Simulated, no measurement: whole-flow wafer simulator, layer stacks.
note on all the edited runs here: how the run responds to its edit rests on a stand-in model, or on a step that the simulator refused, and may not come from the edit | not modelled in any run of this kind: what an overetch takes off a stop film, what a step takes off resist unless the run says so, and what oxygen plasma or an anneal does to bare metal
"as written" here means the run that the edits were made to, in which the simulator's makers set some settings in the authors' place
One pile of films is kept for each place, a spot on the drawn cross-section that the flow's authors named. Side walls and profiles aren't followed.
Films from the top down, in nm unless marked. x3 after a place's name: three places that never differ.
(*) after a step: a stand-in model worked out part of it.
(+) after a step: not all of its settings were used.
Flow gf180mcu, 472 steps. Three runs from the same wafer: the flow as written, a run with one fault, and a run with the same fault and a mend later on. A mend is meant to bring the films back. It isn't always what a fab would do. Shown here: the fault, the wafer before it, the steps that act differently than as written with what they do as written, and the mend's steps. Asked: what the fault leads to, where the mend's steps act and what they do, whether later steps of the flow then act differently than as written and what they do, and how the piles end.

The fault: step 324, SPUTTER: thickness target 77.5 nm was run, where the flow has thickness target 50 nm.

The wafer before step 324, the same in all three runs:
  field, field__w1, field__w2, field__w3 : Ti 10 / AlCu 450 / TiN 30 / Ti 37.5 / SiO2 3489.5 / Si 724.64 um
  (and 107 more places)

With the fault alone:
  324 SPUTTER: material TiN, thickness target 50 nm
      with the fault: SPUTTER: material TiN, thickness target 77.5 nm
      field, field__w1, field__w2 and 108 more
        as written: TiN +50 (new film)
        with the fault: TiN +77.5 (new film)
  Later steps of the flow that act differently than as written (3 more steps differ only slightly, by at most 2% or 0.5 nm, whichever is larger, and aren't shown):
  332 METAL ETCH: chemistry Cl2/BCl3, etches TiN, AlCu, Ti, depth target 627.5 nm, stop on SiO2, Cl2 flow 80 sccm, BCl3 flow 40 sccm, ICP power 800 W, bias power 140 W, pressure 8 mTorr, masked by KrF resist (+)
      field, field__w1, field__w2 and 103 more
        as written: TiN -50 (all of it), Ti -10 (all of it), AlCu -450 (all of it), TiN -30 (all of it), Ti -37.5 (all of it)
        with the fault: TiN -77.5 (all of it), Ti -10 (all of it), AlCu -450 (all of it), TiN -30 (all of it), Ti -37.5 (all of it)
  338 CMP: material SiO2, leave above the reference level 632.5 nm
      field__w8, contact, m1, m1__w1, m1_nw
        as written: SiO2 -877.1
        with the fault: SiO2 -904.6
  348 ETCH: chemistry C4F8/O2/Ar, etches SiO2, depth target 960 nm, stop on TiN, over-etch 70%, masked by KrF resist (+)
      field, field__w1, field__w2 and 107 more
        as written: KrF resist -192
        with the fault: KrF resist -185.3
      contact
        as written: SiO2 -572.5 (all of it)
        with the fault: SiO2 -545 (all of it)
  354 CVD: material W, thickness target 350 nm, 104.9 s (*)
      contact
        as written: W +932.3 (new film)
        with the fault: W +904.5 (new film)
  At the end the piles differ from the flow's by more than 2% or 0.5 nm, whichever is larger, at field__w8, contact, m1, m1__w1, m1_nw.
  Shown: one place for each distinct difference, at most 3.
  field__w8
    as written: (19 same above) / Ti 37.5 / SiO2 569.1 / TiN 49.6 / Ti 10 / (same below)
    with the fault: (19 same above) / Ti 37.5 / SiO2 541.6 / TiN 77.1 / Ti 10 / (same below)
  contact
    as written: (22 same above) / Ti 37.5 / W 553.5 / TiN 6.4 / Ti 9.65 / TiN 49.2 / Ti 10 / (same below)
    with the fault: (22 same above) / Ti 37.5 / W 525.7 / TiN 6.51 / Ti 9.81 / TiN 76.7 / Ti 10 / (same below)

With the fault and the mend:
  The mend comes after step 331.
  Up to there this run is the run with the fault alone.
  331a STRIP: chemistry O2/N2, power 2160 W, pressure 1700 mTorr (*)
      field__w8, contact, m1, m1__w1, m1_nw
        KrF resist -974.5 (all of it)
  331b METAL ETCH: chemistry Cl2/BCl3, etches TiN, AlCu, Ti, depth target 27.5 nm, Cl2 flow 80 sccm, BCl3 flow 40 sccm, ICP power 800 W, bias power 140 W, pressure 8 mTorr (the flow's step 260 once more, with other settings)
      field, field__w1, field__w2 and 108 more
        TiN -27.5
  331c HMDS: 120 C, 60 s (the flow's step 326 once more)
      changes no film at any place that is followed
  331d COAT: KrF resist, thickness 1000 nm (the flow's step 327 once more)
      field, field__w1, field__w2 and 108 more
        KrF resist +1000 (new film)
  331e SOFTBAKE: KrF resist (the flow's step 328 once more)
      changes no film at any place that is followed
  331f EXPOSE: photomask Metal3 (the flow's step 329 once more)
      changes no film at any place that is followed
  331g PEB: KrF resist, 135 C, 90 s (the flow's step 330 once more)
      field, field__w1, field__w2 and 108 more
        KrF resist -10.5
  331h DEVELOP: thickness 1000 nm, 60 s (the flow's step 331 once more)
      field, field__w1, field__w2 and 103 more
        KrF resist -989.5 (all of it)
      field__w8, contact, m1, m1__w1, m1_nw
        KrF resist -14.9
  No later step of the flow acts differently than as written at any place that is followed.
  At the end the piles are the same as the flow's at every place that both follow.
